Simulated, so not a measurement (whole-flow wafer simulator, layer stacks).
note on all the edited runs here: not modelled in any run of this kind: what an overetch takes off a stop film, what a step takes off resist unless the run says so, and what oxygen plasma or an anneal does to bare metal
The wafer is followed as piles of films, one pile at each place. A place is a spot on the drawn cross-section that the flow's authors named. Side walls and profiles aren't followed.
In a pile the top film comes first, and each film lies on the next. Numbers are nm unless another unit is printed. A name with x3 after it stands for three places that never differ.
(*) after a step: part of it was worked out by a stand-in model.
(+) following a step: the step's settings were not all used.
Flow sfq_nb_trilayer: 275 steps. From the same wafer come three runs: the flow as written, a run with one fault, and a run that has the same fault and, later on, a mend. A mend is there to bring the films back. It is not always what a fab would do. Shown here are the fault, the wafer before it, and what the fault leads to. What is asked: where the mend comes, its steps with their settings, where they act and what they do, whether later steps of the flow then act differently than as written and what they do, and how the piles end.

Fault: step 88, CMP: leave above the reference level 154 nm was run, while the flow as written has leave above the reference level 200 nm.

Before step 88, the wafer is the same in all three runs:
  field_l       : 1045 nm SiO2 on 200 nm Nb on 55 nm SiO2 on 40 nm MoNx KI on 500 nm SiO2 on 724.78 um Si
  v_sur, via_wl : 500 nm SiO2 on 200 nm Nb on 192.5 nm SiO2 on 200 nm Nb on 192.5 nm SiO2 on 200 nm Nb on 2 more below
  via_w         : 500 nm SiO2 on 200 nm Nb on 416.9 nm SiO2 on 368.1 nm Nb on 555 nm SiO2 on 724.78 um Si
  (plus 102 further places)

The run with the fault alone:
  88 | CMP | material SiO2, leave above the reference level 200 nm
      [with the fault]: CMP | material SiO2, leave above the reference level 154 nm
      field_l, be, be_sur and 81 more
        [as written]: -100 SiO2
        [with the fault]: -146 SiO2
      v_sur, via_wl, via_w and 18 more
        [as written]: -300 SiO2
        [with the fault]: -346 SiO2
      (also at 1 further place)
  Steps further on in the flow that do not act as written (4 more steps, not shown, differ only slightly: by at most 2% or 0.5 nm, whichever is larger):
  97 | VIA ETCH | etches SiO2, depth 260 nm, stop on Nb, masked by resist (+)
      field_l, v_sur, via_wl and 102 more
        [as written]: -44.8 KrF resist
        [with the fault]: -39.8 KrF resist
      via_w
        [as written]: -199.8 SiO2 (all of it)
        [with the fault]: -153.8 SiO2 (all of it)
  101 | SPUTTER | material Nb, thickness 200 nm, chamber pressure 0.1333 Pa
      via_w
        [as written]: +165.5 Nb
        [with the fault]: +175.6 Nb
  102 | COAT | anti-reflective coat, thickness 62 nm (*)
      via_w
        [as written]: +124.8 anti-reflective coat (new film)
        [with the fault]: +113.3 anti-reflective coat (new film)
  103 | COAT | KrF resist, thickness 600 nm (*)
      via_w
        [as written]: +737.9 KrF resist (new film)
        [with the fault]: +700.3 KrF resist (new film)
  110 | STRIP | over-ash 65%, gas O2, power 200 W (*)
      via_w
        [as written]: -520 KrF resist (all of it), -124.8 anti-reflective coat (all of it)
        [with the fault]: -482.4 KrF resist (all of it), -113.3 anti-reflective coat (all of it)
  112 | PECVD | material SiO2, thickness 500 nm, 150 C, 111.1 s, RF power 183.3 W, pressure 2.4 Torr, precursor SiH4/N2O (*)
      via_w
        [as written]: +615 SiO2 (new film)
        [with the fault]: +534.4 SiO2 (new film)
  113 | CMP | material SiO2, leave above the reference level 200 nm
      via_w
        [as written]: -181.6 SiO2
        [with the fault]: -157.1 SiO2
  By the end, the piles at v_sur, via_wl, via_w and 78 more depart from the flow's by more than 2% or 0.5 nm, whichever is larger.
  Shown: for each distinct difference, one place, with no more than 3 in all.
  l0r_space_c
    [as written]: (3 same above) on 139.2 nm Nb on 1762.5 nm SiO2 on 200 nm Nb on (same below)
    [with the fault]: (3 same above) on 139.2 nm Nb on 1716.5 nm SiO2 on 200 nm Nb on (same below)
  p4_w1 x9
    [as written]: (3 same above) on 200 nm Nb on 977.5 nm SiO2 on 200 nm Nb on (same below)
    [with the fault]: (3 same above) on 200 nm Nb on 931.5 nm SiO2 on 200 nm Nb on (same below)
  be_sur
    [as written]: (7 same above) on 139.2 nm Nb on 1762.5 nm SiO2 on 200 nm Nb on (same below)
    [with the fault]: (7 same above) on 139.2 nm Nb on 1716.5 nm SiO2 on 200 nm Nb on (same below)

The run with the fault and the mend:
  The mend stands after step 89.
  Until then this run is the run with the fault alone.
  89a | PECVD | material SiO2, thickness 46 nm, 150 C, 10.22 s, RF power 183.3 W, pressure 2.4 Torr, precursor SiH4/N2O (a further turn of the flow's step 87, with different settings)
      field_l, v_sur, via_wl and 103 more
        +46 SiO2
  Later steps of the flow that are run all act as written at every place that is followed.
  At every place that both follow, the piles at the end match the flow's.
